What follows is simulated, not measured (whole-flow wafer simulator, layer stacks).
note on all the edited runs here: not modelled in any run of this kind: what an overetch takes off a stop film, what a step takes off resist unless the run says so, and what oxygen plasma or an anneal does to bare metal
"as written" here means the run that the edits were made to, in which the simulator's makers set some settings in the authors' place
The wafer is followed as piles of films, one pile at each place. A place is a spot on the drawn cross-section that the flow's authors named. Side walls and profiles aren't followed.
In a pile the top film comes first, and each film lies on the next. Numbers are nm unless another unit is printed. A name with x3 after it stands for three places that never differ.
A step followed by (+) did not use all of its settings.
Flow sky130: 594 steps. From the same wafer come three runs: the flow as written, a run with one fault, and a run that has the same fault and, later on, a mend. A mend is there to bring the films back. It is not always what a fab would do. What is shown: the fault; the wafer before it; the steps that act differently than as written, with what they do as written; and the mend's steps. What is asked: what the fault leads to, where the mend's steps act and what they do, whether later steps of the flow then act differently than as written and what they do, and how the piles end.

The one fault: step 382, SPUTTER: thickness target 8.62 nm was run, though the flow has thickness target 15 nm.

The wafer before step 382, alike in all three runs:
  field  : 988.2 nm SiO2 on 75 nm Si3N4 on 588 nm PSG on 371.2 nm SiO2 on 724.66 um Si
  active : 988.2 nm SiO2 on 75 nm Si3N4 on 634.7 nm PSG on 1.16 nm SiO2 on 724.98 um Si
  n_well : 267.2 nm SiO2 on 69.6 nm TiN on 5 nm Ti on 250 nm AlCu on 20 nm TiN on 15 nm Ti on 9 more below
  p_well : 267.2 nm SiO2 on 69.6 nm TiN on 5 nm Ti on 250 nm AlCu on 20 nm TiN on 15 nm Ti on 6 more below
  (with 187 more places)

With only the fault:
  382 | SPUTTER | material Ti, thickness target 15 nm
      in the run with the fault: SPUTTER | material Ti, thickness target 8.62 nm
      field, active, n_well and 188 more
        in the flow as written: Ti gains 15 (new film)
        in the run with the fault: Ti gains 8.62 (new film)
  Steps later in the flow that act otherwise than as written (not shown: 11 more steps that differ only slightly, by at most 2% or 0.5 nm, whichever is larger):
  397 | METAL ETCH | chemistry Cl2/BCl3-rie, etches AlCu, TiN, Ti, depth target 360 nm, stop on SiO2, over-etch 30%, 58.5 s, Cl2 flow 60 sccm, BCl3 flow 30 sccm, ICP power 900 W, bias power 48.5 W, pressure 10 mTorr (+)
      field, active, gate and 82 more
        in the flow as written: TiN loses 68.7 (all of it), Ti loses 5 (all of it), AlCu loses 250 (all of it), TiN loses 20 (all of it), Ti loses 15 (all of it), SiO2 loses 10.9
        in the run with the fault: TiN loses 68.7 (all of it), Ti loses 5 (all of it), AlCu loses 250 (all of it), TiN loses 20 (all of it), Ti loses 8.62 (all of it), SiO2 loses 11.6
  The piles end different from the flow's at n_well, p_well, gate_hv and 103 more by more than 2% or 0.5 nm, whichever is larger.
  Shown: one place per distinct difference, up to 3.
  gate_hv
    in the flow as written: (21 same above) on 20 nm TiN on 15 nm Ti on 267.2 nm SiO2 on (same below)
    in the run with the fault: (21 same above) on 20 nm TiN on 8.62 nm Ti on 267.2 nm SiO2 on (same below)
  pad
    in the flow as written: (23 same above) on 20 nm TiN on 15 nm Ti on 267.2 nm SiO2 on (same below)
    in the run with the fault: (23 same above) on 20 nm TiN on 8.62 nm Ti on 267.2 nm SiO2 on (same below)
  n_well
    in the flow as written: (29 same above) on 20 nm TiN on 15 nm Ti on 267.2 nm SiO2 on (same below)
    in the run with the fault: (29 same above) on 20 nm TiN on 8.62 nm Ti on 267.2 nm SiO2 on (same below)

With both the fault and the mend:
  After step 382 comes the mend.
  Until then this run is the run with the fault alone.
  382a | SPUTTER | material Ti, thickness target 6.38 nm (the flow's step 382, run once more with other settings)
      field, active, n_well and 188 more
        Ti gains 6.38
  Every later step of the flow that is run acts as written at every place that is followed.
  The piles end the same as the flow's at every place that both follow.
